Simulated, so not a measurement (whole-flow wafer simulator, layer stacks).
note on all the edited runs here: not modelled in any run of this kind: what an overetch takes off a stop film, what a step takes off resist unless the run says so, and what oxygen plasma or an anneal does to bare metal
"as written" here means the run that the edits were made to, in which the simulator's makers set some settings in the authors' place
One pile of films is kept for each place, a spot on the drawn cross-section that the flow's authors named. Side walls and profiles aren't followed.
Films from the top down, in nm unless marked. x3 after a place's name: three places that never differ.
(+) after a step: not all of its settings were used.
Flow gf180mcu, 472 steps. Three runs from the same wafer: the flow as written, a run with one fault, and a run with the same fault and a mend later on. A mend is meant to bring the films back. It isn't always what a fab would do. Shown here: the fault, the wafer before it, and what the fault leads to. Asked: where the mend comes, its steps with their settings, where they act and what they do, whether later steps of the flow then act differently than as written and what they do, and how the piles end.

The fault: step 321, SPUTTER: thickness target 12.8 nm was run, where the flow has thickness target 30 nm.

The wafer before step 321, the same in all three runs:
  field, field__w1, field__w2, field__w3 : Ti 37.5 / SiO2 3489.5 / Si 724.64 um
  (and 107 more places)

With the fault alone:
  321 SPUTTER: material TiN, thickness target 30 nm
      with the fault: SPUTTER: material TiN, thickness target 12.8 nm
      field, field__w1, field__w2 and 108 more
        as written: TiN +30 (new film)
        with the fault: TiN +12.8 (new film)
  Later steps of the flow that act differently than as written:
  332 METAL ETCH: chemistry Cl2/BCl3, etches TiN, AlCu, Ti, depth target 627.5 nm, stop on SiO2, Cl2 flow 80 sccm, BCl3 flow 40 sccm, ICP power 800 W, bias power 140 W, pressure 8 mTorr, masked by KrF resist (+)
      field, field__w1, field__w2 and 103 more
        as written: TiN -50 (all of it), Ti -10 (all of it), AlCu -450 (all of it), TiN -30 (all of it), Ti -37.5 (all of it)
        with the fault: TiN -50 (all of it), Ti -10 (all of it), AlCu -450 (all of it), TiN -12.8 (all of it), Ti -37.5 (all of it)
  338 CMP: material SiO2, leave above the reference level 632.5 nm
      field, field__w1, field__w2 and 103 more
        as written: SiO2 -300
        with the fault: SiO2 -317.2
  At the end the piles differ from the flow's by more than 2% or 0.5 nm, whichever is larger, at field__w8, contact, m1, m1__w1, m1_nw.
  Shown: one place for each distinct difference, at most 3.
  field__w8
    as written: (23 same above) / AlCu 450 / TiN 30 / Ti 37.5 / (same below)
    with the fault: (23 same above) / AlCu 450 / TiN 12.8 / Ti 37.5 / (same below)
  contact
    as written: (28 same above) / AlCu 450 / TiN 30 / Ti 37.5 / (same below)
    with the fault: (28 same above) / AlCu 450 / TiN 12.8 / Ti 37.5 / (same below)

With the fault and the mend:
  The mend comes after step 321.
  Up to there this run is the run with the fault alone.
  321a SPUTTER: material TiN, thickness target 17.2 nm (the flow's step 321 once more, with other settings)
      field, field__w1, field__w2 and 108 more
        TiN +17.2
  No later step of the flow acts differently than as written at any place that is followed.
  At the end the piles are the same as the flow's at every place that both follow.
